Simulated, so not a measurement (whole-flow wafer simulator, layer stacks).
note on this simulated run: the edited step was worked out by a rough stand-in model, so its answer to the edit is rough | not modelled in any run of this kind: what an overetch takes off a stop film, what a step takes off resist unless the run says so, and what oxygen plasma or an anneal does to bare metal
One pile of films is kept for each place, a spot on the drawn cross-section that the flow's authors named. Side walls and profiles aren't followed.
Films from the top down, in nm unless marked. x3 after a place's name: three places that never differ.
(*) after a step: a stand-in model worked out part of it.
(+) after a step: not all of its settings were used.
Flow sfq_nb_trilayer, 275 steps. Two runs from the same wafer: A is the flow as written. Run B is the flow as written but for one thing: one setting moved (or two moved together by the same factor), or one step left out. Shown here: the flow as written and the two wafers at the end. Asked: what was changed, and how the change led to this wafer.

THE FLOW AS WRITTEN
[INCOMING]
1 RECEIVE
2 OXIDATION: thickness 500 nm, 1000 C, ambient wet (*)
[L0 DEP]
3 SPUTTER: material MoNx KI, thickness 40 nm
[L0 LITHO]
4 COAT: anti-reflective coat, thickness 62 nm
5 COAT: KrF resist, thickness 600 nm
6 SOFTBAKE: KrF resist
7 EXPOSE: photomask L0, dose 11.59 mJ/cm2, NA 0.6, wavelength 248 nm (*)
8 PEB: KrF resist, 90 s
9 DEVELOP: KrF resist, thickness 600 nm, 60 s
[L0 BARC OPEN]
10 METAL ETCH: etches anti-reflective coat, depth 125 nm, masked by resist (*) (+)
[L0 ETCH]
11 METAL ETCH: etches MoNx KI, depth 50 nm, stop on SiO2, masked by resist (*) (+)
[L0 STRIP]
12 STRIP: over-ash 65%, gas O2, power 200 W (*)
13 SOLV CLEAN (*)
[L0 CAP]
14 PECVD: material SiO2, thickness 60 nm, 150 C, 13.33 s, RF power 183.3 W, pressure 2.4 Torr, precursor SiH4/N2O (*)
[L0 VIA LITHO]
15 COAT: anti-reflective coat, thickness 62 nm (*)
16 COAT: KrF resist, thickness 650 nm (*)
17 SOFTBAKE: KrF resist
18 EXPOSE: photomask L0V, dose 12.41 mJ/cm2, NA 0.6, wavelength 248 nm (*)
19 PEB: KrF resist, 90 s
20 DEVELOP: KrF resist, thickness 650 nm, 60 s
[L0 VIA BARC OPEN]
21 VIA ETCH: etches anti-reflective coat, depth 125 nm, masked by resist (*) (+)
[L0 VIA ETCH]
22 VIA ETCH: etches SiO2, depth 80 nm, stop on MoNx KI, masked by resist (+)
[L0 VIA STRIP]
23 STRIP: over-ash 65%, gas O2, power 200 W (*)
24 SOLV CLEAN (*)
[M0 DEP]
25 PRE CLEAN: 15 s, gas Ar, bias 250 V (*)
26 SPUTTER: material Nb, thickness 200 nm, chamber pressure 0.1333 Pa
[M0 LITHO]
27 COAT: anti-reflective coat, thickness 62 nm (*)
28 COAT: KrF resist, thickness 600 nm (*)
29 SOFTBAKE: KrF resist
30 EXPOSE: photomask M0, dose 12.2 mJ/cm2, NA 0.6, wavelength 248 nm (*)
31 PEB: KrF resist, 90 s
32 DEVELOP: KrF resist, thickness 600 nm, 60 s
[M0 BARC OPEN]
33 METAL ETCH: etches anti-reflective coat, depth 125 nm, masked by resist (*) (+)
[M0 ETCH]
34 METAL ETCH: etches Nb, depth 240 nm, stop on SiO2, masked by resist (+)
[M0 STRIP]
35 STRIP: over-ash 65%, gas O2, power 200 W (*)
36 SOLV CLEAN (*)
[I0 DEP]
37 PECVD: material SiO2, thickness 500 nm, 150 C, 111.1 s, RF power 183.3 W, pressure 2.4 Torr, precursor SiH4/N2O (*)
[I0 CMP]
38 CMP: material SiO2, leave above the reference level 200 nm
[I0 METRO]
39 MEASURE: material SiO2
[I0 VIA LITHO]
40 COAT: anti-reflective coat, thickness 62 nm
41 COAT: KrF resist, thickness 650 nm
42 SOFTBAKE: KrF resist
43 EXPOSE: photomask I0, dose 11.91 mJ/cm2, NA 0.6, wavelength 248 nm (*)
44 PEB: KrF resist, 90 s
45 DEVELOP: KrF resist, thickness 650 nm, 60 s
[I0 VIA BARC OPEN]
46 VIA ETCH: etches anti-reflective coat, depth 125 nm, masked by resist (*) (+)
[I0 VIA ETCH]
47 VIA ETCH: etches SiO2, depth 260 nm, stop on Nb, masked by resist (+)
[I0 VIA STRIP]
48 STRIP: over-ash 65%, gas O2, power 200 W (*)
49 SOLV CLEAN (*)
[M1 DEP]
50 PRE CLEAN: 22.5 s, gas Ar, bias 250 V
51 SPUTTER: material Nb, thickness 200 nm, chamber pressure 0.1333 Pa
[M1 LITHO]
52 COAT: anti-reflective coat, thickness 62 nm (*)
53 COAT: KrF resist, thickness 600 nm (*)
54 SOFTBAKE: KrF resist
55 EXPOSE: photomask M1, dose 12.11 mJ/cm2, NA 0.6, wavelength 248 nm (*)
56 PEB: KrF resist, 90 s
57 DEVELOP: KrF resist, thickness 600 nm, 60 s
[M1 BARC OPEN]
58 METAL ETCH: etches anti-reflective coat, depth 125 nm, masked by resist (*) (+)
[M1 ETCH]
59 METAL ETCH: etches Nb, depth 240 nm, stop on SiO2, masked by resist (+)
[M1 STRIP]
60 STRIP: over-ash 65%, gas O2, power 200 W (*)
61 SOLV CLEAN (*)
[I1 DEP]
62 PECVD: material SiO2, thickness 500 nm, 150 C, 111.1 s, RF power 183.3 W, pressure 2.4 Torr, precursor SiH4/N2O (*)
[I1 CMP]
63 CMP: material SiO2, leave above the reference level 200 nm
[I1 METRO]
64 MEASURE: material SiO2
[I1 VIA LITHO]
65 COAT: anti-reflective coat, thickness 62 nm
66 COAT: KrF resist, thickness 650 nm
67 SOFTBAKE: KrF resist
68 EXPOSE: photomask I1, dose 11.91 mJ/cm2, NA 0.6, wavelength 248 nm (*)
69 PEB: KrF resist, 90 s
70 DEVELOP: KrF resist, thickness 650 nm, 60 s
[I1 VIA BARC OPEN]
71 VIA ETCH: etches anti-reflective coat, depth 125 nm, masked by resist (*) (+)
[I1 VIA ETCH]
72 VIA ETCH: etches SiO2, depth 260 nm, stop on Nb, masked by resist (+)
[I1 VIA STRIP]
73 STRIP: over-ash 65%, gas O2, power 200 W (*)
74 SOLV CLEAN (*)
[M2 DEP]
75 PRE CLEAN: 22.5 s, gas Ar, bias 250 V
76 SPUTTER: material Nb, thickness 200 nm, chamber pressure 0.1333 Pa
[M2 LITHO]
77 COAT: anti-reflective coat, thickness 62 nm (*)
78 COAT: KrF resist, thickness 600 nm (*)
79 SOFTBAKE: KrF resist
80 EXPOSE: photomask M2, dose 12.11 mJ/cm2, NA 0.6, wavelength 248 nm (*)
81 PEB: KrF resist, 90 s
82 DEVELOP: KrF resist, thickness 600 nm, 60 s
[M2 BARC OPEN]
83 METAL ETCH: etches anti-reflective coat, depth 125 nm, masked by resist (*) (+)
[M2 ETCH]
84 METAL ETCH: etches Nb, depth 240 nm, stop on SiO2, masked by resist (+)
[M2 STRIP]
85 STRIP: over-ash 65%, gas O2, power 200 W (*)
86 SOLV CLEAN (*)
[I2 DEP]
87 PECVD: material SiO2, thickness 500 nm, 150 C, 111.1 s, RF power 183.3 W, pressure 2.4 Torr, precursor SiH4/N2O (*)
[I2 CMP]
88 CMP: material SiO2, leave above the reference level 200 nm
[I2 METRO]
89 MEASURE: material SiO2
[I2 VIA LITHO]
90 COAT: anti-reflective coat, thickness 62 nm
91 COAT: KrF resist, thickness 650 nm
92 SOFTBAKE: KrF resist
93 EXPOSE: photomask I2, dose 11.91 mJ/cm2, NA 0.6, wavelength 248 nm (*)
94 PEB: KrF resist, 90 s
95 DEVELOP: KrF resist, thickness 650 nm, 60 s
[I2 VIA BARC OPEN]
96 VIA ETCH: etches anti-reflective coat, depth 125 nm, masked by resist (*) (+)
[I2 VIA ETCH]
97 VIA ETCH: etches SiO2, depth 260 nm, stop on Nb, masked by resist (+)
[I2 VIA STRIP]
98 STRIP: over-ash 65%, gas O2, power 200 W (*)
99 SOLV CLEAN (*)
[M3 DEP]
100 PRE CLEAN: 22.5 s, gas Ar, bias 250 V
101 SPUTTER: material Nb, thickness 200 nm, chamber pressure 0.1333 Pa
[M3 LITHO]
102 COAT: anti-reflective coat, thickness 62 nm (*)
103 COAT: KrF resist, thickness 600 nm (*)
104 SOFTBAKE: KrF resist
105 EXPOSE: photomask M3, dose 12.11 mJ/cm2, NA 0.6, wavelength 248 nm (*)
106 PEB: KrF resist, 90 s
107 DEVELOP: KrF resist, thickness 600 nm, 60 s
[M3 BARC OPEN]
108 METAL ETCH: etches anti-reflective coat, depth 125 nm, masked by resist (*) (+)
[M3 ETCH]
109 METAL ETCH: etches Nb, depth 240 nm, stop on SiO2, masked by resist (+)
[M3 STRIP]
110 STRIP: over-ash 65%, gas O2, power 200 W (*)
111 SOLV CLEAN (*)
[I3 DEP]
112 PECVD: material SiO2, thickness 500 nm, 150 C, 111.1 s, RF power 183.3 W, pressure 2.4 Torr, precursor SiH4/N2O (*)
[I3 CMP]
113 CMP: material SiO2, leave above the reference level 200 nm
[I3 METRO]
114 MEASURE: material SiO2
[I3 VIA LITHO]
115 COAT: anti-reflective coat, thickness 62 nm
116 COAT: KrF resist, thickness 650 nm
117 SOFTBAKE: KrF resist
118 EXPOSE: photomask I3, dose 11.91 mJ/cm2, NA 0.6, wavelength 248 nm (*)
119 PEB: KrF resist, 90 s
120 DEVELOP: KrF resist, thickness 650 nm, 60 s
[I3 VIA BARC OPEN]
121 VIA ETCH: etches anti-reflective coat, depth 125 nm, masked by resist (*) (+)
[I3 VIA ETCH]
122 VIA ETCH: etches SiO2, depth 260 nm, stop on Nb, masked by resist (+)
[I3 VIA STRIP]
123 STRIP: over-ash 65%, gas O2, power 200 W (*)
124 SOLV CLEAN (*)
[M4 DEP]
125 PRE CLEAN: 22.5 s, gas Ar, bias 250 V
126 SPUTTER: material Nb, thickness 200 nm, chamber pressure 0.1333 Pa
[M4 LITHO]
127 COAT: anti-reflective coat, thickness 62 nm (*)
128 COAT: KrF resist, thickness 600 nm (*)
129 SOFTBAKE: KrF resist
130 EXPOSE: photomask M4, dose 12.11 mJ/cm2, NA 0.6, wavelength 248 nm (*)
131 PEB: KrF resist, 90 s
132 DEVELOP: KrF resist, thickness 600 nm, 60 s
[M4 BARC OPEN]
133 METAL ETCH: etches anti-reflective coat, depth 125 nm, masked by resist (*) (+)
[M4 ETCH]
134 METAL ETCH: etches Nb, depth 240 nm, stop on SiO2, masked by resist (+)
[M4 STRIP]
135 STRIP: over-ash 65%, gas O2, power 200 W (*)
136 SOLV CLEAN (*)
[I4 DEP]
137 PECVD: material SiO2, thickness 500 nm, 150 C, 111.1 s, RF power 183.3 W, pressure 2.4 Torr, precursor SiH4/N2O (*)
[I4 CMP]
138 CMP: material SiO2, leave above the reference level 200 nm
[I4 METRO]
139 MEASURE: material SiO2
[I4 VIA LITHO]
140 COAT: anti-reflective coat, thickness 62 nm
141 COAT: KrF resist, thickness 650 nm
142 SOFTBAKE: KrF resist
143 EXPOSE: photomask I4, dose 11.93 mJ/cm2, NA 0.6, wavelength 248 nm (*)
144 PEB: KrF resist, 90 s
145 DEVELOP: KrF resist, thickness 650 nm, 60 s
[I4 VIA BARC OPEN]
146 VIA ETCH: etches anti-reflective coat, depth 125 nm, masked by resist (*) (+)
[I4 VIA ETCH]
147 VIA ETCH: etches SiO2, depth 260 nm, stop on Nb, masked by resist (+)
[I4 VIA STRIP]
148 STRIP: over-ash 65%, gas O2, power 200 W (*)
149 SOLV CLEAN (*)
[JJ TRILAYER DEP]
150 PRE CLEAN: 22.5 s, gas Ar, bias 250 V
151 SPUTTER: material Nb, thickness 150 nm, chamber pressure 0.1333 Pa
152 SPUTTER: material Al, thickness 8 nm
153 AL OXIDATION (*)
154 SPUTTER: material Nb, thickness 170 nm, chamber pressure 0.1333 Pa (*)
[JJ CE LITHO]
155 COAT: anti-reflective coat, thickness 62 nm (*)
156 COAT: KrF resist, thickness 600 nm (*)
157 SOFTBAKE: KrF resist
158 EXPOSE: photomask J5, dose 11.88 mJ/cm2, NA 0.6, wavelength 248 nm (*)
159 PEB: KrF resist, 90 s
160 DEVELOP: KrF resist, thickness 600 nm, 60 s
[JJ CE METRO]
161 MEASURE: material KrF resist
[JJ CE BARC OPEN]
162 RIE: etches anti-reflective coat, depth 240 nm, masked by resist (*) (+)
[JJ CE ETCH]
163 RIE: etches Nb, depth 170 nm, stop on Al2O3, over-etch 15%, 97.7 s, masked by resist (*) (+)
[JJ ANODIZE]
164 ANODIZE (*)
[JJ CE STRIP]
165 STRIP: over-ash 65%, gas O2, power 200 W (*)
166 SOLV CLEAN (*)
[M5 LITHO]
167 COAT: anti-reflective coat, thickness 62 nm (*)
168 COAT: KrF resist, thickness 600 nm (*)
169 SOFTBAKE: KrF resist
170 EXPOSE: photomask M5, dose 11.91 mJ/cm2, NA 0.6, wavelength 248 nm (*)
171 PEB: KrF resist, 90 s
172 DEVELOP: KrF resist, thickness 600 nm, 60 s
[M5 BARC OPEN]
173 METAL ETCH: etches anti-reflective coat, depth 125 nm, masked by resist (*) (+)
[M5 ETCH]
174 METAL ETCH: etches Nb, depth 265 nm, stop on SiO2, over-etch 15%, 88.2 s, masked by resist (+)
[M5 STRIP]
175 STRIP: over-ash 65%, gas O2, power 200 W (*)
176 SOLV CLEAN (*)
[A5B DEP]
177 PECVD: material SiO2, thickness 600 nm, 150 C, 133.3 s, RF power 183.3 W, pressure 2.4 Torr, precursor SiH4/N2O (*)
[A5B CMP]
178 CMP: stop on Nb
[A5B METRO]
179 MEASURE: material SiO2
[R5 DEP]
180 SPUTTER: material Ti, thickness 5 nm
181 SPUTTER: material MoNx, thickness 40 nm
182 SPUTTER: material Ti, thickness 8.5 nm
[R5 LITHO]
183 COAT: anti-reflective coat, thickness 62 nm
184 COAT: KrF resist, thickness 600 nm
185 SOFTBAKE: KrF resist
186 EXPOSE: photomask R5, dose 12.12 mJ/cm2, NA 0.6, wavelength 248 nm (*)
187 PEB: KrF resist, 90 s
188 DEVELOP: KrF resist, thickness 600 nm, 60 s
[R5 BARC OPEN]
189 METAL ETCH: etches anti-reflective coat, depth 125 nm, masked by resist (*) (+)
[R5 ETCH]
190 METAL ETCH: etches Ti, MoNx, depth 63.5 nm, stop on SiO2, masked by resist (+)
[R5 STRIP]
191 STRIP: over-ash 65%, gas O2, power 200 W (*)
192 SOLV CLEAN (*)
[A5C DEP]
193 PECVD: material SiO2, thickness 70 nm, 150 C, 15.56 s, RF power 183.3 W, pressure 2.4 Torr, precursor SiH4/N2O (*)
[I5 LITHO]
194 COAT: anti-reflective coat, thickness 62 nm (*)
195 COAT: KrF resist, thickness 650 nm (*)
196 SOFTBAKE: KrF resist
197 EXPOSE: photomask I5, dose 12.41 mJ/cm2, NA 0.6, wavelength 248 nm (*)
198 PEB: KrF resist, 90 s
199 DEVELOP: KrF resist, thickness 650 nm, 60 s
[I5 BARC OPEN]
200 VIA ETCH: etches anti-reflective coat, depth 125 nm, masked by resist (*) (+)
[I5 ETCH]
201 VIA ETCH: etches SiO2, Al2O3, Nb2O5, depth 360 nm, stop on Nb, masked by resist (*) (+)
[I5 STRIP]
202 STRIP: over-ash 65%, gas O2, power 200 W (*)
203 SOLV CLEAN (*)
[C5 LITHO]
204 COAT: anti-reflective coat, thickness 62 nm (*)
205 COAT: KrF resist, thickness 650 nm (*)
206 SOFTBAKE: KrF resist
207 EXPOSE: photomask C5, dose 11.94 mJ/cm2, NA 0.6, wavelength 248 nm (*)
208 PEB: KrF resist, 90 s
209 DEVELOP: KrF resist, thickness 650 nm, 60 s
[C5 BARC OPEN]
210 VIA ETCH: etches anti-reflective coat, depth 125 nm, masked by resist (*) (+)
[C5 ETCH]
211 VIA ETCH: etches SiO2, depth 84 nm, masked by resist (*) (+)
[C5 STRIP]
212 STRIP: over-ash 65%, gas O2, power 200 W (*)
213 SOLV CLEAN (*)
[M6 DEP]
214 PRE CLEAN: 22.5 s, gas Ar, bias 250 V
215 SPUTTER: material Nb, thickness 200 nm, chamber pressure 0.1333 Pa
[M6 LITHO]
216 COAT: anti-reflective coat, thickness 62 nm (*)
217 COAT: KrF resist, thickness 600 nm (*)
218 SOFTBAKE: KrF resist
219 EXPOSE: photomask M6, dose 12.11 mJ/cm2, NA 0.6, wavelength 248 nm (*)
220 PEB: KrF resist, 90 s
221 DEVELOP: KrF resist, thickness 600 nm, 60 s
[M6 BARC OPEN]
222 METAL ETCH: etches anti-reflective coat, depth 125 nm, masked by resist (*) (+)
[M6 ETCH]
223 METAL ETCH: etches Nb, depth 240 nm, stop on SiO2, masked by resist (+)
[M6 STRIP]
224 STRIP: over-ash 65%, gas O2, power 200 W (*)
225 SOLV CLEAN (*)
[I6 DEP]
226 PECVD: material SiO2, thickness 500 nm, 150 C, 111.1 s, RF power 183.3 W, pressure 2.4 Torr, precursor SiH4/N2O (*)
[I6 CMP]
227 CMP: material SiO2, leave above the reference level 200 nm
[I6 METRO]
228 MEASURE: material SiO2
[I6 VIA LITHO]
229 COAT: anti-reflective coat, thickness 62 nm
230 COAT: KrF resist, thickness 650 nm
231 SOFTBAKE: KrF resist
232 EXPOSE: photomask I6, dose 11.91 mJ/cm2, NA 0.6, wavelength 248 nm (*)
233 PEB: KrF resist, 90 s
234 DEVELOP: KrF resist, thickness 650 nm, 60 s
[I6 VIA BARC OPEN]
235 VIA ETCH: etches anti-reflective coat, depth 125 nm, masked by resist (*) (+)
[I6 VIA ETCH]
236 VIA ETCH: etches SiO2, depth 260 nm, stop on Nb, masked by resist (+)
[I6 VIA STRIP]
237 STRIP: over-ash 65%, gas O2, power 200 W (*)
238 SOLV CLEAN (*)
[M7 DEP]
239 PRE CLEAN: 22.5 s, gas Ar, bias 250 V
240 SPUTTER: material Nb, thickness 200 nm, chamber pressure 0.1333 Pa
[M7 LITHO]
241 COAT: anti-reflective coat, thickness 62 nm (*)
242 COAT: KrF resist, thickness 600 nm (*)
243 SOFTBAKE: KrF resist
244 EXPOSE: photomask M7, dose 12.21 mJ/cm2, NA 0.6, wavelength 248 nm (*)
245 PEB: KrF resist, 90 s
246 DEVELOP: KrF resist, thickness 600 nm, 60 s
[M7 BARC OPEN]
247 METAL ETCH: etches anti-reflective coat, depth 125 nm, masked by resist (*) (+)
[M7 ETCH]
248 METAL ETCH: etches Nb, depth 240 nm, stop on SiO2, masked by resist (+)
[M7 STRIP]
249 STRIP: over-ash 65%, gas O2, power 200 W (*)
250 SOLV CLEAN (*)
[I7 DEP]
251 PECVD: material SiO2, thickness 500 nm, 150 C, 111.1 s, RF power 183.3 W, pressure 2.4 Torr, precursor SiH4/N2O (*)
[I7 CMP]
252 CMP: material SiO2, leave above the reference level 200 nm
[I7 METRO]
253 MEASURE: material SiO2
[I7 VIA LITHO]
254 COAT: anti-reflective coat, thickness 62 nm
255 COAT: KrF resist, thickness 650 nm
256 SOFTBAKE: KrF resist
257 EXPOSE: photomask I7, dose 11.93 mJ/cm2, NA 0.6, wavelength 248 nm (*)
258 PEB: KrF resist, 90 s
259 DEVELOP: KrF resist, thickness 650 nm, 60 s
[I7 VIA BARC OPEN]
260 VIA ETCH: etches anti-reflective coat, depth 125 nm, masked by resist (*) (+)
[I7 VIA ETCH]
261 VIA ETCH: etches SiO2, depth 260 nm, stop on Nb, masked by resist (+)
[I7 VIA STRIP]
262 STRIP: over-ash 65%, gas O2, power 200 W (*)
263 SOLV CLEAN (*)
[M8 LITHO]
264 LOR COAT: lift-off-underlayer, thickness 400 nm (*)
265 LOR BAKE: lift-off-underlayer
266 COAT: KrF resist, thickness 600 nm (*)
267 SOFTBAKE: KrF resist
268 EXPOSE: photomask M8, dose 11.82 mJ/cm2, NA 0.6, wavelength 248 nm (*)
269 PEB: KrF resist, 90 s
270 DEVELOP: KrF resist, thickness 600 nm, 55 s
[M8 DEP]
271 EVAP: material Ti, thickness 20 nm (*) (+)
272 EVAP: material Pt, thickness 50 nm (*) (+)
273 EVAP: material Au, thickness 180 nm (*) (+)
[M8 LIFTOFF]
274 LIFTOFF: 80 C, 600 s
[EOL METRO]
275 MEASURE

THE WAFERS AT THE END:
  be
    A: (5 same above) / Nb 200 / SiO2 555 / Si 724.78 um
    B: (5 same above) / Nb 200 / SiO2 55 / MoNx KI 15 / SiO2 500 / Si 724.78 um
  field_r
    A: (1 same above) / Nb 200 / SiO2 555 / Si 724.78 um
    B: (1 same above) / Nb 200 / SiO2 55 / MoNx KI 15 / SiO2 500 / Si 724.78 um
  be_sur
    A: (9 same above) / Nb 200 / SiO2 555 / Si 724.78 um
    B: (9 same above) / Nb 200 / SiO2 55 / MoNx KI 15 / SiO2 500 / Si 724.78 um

The cause: step 11, METAL ETCH: depth 25 nm was run, where the flow has depth 50 nm.

How the change led to this, step by step:
  11 METAL ETCH: etches MoNx KI, depth 50 nm, stop on SiO2, masked by resist (*) (+)
      v_sur, via_wl, via_w and 97 more: A MoNx KI -40 (all of it) | B MoNx KI -25
      field_l, l0_sur, l0v, l0r_line_l, l0r_line_c, l0r_line_r: A KrF resist -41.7 | B KrF resist -20.8
  12 STRIP: over-ash 65%, gas O2, power 200 W (*)
      field_l, l0_sur, l0v, l0r_line_l, l0r_line_c, l0r_line_r: A KrF resist -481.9 (all of it), anti-reflective coat -62 (all of it) | B KrF resist -502.7 (all of it), anti-reflective coat -62 (all of it)
  14 PECVD: material SiO2, thickness 60 nm, 150 C, 13.33 s, RF power 183.3 W, pressure 2.4 Torr, precursor SiH4/N2O (*)
      v_sur, via_wl, via_w and 97 more: A SiO2 +60 | B SiO2 +60 (new film)
  15 COAT: anti-reflective coat, thickness 62 nm (*)
      field_l: A anti-reflective coat +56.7 (new film) | B anti-reflective coat +58.5 (new film)
      v_sur: A anti-reflective coat +72.2 (new film) | B anti-reflective coat +68.5 (new film)
      (and at 3 more places)
  23 STRIP: over-ash 65%, gas O2, power 200 W (*)
      field_l: A KrF resist -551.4 (all of it), anti-reflective coat -56.7 (all of it) | B KrF resist -554.6 (all of it), anti-reflective coat -58.5 (all of it)
      v_sur: A KrF resist -570.5 (all of it), anti-reflective coat -72.2 (all of it) | B KrF resist -566.2 (all of it), anti-reflective coat -68.5 (all of it)
      (and at 3 more places)
  27 COAT: anti-reflective coat, thickness 62 nm (*)
      field_l: A anti-reflective coat +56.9 (new film) | B anti-reflective coat +58.6 (new film)
      v_sur: A anti-reflective coat +72.3 (new film) | B anti-reflective coat +68.4 (new film)
      (and at 3 more places)
  35 STRIP: over-ash 65%, gas O2, power 200 W (*)
      field_l: A KrF resist -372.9 (all of it), anti-reflective coat -56.9 (all of it) | B KrF resist -376.4 (all of it), anti-reflective coat -58.6 (all of it)
      v_sur: A KrF resist -391.6 (all of it), anti-reflective coat -72.3 (all of it) | B KrF resist -388.1 (all of it), anti-reflective coat -68.4 (all of it)
      (and at 3 more places)
  38 CMP: material SiO2, leave above the reference level 200 nm
      field_l, l0_sur, l0r_line_l, l0r_line_c, l0r_line_r: A SiO2 -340 | B SiO2 -325
      l0v: A SiO2 -277.8 | B SiO2 -262.8
Counting metal films that touch as one body, be has 4 bodies (between them, from the top down: SiO2 503.2; SiO2 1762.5; SiO2 55); the flow as written gives 3 bodies (between them, from the top down: SiO2 503.2; SiO2 1762.5).
Counting metal films that touch as one body, field_r has 2 bodies (between them, from the top down: SiO2 55); the flow as written gives 1 body.
Counting metal films that touch as one body, be_sur has 5 bodies (between them, from the top down: SiO2 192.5; SiO2 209 / Al2O3 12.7 / Nb2O5 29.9; SiO2 1762.5; SiO2 55); the flow as written gives 4 bodies (between them, from the top down: SiO2 192.5; SiO2 209 / Al2O3 12.7 / Nb2O5 29.9; SiO2 1762.5).
